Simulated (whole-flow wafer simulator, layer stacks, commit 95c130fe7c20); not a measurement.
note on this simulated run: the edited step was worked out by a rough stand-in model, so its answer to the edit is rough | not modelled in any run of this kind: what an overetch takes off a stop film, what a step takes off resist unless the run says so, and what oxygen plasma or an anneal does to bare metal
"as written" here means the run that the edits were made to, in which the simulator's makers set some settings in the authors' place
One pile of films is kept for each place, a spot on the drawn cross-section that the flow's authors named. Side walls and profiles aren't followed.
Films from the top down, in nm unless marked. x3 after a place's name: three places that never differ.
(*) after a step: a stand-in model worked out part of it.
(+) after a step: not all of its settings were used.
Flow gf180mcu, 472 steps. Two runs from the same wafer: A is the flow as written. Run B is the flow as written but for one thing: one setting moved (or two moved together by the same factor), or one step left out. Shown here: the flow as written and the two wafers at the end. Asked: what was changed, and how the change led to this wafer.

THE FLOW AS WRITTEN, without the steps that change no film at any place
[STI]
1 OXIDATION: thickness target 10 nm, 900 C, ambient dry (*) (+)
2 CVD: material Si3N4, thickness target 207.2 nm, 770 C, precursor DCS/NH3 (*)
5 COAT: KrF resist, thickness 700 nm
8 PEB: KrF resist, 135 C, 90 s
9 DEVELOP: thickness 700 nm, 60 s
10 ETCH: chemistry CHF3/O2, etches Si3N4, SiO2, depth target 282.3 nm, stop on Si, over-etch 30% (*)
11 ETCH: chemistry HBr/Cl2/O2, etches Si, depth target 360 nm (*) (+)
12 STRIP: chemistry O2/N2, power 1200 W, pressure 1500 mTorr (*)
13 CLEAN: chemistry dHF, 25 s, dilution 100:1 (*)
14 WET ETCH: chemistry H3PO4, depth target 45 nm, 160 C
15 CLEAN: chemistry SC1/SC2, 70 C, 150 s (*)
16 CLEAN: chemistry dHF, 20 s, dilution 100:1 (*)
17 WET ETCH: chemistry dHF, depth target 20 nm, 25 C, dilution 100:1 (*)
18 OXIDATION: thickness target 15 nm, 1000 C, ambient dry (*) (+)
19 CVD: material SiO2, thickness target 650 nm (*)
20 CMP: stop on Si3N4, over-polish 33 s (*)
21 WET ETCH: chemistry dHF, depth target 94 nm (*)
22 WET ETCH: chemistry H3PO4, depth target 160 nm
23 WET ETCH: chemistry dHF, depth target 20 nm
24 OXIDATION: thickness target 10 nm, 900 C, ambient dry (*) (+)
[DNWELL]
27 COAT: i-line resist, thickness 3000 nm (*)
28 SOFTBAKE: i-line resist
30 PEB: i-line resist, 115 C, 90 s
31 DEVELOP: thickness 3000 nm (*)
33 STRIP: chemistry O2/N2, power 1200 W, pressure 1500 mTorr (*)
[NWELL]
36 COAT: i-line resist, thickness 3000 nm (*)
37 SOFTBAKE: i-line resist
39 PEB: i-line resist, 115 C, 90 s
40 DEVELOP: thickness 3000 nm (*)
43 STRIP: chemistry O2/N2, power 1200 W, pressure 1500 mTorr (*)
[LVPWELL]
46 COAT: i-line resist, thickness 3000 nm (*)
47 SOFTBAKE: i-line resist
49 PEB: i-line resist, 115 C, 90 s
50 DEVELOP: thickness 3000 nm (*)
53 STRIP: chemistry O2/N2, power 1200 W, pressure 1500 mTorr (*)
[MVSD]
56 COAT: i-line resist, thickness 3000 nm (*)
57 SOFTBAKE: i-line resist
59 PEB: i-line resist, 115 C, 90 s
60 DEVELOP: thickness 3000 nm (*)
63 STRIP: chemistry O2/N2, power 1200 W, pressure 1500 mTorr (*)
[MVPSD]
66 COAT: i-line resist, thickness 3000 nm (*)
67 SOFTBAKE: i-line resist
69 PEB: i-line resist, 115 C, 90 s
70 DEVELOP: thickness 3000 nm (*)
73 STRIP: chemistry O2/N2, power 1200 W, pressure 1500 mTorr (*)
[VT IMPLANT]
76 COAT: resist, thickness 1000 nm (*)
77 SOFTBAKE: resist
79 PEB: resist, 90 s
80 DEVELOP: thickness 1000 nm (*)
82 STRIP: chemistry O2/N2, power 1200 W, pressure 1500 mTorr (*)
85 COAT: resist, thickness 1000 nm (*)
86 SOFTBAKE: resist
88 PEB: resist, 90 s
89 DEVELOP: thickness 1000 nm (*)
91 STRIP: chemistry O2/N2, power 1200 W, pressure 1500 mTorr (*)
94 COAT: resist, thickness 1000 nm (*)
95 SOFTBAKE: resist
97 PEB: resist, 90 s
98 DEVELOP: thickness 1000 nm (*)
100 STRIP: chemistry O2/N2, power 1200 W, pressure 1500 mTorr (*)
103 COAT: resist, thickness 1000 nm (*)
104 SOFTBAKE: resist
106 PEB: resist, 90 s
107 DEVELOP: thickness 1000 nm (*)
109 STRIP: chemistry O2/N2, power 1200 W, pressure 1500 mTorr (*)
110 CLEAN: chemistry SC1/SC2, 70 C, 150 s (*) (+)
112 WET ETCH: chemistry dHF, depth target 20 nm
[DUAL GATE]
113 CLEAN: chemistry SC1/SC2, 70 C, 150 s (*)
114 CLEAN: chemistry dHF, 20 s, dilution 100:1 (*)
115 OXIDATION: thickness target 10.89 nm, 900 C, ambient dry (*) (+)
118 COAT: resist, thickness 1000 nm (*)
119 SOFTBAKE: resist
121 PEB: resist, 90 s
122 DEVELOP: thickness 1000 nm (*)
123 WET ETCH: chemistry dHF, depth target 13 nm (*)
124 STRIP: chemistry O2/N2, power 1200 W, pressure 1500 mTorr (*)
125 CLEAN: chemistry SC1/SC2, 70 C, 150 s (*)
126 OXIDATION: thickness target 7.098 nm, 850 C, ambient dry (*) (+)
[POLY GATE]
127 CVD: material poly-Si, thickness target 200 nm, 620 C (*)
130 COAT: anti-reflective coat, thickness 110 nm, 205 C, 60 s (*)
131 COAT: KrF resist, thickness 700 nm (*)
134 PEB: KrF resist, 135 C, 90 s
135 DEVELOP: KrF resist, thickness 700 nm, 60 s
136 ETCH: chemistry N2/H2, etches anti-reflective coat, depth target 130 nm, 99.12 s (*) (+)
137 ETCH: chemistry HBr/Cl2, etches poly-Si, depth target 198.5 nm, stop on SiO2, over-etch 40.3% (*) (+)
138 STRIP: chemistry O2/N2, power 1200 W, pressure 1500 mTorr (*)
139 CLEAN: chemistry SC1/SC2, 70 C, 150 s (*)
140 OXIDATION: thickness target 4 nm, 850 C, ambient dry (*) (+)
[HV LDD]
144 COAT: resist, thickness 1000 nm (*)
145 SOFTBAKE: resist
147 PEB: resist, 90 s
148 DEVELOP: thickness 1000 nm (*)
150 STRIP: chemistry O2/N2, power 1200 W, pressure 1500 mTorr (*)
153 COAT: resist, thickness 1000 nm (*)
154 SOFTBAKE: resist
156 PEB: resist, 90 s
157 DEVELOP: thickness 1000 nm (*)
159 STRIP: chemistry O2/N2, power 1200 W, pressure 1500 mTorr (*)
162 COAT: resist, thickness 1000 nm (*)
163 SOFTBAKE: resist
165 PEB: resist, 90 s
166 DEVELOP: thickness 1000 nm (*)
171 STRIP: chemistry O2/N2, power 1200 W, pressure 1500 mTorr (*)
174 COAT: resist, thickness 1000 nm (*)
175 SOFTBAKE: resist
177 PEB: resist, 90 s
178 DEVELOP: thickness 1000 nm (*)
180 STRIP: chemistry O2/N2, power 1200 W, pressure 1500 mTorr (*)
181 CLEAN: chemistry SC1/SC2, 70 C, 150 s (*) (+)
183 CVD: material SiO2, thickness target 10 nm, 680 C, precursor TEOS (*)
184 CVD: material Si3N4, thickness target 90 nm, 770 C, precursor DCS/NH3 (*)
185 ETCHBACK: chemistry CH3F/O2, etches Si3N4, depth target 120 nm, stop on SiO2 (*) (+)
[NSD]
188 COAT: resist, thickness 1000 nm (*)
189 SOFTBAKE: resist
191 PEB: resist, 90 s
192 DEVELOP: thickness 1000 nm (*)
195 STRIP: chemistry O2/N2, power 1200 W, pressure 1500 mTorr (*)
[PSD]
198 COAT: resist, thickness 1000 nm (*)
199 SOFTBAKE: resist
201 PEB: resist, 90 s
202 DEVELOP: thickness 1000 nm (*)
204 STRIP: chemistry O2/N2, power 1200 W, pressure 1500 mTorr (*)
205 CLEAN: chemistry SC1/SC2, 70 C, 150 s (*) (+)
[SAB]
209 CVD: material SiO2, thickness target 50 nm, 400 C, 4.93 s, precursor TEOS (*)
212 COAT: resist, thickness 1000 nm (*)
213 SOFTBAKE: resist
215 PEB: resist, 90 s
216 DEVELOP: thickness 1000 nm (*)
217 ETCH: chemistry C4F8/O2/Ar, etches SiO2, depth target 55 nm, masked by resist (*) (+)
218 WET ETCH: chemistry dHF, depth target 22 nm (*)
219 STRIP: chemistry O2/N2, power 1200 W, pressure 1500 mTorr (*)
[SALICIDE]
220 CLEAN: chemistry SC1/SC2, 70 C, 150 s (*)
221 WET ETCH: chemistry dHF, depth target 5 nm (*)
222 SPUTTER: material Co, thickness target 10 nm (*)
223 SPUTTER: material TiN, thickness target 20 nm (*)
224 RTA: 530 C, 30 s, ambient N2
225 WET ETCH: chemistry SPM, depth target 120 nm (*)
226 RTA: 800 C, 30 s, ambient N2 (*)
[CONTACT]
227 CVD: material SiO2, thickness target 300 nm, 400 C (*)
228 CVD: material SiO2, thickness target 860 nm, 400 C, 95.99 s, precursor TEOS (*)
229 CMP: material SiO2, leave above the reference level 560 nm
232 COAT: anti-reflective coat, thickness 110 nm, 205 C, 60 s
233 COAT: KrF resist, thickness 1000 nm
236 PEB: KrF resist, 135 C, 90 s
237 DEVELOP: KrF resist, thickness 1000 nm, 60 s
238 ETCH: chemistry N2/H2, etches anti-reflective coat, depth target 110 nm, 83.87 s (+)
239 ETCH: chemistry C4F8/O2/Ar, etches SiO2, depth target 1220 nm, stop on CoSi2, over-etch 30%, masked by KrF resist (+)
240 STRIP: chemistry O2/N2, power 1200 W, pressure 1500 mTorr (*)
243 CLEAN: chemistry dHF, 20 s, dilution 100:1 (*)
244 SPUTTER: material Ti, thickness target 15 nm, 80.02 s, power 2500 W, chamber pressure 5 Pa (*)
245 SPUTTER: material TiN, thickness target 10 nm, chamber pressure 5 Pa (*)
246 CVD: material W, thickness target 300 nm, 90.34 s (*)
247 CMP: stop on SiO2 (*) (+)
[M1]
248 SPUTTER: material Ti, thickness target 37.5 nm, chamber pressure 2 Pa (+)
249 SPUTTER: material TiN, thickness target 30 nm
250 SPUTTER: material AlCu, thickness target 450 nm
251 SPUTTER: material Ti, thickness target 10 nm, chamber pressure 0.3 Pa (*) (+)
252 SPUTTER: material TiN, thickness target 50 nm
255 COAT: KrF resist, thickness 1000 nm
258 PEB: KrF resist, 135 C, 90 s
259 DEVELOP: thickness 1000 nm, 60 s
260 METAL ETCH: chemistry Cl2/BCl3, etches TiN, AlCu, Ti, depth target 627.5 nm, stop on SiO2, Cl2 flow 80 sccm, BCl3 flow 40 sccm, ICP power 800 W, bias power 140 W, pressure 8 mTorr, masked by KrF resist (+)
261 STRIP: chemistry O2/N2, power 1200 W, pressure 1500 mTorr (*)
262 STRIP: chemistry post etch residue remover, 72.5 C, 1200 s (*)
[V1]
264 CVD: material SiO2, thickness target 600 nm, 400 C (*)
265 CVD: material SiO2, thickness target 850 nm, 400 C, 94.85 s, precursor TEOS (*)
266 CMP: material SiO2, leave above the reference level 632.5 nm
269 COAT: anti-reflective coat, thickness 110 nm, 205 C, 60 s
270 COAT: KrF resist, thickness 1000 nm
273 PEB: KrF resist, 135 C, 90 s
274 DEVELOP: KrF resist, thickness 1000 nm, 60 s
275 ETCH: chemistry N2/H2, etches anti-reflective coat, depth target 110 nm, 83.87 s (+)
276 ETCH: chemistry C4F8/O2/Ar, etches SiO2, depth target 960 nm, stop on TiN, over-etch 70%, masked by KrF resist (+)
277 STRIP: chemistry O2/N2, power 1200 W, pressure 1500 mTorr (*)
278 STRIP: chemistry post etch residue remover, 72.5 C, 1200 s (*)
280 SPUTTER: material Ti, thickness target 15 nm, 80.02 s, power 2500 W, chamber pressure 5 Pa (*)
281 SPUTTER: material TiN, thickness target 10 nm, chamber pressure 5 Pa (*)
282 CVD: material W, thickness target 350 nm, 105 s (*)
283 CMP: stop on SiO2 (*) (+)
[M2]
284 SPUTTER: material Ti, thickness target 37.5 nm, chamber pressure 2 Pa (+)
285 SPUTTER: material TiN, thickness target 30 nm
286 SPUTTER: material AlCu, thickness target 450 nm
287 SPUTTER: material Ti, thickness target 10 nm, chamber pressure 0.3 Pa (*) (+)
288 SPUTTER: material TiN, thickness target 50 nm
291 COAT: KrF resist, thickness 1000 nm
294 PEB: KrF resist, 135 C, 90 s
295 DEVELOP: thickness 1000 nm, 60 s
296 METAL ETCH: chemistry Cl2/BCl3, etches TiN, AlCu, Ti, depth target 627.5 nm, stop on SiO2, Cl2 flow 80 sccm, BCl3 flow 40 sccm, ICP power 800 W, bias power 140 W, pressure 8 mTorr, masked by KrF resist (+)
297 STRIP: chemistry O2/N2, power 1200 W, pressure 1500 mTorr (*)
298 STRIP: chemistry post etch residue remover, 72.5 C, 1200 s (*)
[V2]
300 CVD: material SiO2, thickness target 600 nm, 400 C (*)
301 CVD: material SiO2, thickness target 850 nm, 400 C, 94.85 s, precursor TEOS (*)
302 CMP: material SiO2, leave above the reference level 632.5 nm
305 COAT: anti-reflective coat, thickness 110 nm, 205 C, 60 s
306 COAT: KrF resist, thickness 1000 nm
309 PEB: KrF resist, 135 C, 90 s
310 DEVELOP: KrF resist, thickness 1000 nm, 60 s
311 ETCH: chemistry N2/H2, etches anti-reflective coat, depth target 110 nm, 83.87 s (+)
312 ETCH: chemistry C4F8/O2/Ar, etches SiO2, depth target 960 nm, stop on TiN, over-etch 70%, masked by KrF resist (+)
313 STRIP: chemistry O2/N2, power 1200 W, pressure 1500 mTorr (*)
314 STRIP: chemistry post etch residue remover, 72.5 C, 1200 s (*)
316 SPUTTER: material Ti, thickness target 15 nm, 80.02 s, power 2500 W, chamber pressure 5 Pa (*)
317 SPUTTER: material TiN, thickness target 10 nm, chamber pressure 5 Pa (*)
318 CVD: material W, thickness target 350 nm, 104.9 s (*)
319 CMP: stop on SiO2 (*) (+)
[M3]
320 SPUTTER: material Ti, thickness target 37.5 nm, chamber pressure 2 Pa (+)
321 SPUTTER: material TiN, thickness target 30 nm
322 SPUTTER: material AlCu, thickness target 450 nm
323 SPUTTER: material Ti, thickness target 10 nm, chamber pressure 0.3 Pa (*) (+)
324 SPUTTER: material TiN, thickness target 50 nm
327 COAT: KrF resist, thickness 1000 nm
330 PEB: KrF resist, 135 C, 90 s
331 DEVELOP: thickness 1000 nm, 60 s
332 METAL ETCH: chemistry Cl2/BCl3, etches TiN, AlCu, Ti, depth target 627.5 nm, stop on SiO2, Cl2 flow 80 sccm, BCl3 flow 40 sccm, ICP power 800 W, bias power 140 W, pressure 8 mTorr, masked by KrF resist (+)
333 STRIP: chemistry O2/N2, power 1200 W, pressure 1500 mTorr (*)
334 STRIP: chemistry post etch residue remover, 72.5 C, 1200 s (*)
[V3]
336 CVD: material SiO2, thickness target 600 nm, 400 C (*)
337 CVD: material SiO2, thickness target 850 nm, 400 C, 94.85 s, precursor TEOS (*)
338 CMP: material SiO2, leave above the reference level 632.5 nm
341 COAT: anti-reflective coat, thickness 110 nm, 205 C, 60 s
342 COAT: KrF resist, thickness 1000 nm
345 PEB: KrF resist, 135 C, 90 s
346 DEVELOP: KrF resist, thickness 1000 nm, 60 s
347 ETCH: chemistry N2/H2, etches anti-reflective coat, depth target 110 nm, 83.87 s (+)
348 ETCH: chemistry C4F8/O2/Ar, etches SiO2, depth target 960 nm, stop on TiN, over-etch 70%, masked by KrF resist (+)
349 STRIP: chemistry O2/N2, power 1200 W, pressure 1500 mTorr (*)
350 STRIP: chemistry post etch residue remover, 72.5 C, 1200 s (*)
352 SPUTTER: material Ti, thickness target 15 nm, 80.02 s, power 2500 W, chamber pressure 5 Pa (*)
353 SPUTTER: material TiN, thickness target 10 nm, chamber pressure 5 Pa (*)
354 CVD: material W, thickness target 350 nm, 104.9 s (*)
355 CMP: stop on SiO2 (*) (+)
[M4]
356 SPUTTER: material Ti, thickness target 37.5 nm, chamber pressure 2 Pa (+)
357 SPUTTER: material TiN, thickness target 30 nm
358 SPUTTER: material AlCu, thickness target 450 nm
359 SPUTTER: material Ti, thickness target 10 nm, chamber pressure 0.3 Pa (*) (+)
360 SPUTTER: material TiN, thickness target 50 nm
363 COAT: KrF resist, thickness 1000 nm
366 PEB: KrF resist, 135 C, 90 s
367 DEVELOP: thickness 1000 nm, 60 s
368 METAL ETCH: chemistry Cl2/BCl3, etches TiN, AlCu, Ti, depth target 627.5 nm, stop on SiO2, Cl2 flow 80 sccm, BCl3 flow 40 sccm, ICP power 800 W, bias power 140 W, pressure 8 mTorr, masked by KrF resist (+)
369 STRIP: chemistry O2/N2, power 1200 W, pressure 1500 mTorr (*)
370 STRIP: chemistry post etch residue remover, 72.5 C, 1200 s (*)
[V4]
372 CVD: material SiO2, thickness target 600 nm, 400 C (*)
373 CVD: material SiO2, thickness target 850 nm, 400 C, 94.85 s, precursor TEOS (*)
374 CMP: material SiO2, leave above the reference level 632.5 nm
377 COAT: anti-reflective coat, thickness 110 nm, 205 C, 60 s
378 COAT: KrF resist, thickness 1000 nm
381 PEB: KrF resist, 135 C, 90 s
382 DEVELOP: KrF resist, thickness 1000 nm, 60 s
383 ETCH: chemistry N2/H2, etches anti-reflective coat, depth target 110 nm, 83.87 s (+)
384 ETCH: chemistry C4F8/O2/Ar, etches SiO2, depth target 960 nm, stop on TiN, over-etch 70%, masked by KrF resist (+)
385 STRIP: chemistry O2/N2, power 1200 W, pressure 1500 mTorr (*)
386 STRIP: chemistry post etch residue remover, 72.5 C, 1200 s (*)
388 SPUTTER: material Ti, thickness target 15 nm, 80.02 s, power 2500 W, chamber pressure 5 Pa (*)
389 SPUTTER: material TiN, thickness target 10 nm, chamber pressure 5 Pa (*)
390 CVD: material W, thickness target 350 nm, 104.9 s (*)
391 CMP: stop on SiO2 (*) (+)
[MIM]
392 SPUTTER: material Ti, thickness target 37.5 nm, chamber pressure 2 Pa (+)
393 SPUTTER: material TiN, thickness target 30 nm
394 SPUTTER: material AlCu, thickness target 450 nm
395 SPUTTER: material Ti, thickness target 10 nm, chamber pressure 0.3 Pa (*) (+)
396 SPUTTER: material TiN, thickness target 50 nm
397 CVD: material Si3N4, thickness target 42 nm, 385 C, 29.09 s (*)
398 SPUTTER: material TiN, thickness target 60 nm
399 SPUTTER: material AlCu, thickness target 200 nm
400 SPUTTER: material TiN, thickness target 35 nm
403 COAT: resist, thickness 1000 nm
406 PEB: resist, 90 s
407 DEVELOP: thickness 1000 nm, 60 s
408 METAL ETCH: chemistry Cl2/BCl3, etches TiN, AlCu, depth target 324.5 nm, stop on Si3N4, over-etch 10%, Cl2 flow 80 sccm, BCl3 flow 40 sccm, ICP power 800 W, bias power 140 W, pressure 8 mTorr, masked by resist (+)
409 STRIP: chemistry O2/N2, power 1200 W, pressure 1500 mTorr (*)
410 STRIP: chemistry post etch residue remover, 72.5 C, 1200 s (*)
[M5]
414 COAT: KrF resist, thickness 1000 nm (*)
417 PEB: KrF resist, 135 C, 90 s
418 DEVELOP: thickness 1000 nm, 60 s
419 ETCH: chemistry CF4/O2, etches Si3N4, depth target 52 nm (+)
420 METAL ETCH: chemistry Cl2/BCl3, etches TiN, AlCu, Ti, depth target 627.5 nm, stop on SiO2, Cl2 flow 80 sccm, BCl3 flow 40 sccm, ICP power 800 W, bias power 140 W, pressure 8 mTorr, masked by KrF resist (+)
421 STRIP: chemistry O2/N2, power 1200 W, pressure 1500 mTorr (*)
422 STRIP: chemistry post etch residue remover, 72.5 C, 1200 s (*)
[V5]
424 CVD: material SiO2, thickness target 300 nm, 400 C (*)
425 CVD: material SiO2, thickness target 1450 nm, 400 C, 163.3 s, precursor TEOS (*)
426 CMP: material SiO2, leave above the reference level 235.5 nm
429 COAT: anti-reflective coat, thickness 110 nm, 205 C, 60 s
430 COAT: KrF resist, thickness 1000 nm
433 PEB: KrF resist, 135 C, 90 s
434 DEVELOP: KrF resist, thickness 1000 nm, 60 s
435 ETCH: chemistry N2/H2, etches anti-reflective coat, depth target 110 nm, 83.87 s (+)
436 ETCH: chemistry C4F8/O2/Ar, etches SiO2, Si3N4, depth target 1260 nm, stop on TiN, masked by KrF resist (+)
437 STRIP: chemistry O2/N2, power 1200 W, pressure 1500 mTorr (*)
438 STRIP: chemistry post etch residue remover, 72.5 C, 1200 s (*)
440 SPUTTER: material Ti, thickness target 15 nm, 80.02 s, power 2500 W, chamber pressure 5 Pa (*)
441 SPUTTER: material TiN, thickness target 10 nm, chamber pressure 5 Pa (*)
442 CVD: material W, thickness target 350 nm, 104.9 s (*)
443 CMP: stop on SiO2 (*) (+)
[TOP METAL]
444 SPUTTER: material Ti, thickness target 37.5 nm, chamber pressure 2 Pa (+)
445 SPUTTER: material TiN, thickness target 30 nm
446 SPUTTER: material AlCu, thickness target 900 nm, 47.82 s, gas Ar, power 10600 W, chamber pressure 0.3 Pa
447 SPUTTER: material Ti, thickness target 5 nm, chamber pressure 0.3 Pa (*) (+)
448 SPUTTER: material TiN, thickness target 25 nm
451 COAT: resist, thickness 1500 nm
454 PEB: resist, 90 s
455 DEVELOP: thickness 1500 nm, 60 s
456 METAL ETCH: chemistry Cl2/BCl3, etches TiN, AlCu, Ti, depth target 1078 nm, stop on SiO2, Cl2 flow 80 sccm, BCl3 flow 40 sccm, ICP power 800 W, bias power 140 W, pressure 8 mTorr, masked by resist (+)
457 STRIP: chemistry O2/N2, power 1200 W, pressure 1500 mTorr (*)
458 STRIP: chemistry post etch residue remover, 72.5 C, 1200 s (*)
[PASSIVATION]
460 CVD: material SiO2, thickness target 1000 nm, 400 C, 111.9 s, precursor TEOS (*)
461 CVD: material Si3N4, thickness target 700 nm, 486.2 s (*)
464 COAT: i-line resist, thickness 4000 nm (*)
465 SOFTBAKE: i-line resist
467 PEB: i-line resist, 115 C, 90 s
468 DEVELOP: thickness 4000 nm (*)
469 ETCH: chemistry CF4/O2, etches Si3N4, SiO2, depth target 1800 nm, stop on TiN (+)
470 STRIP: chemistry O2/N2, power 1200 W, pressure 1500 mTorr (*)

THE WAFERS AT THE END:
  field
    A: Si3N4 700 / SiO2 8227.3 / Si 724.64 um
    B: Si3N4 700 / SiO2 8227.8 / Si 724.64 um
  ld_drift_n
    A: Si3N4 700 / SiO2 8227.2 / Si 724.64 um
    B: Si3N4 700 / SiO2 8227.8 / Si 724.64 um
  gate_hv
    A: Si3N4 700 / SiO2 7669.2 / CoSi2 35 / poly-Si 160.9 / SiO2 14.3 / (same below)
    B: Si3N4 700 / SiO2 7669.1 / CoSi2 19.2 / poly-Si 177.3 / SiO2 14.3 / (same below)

The cause: step 222, SPUTTER: thickness target 5.5 nm was run, where the flow has thickness target 10 nm.

How the change led to this, step by step:
  222 SPUTTER: material Co, thickness target 10 nm (*)
      field, field__w7, field__w8 and 71 more: A Co +10 (new film) | B Co +5.5 (new film)
      field__w6, field_sub, field_sub__w2: A Co +9.95 (new film) | B Co +5.47 (new film)
      (and at 34 more places)
  224 RTA: 530 C, 30 s, ambient N2
      gate, gate_hv, gate_p and 22 more: A under 1 film: CoSi +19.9 (new film), Co -10 (all of it), poly-Si -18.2 | B under 1 film: CoSi +10.9 (new film), Co -5.5 (all of it), poly-Si -10
      active, p_well, sd_n and 11 more: A under 1 film: CoSi +19.9 (new film), Co -10 (all of it), Si -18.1 | B under 1 film: CoSi +10.9 (new film), Co -5.5 (all of it), Si -9.97
      (and at 10 more places)
  225 WET ETCH: chemistry SPM, depth target 120 nm (*)
      field, field__w7, field__w8 and 32 more: A TiN -20 (all of it), Co -10 (all of it) | B TiN -20 (all of it), Co -5.5 (all of it)
      field__w9, nw_enc_fld_lv__w3: A TiN -19.1 (all of it), Co -9.6 (all of it) | B TiN -19.1 (all of it), Co -5.28 (all of it)
      (and at 25 more places)
  226 RTA: 800 C, 30 s, ambient N2 (*)
      gate, gate_hv, gate_p and 22 more: A CoSi2 +35 (new film), CoSi -19.9 (all of it), poly-Si -18.2 | B CoSi2 +19.2 (new film), CoSi -10.9 (all of it), poly-Si -10
      active, p_well, sd_n and 11 more: A CoSi2 +35 (new film), CoSi -19.9 (all of it), Si -18.1 | B CoSi2 +19.2 (new film), CoSi -10.9 (all of it), Si -9.97
      (and at 10 more places)
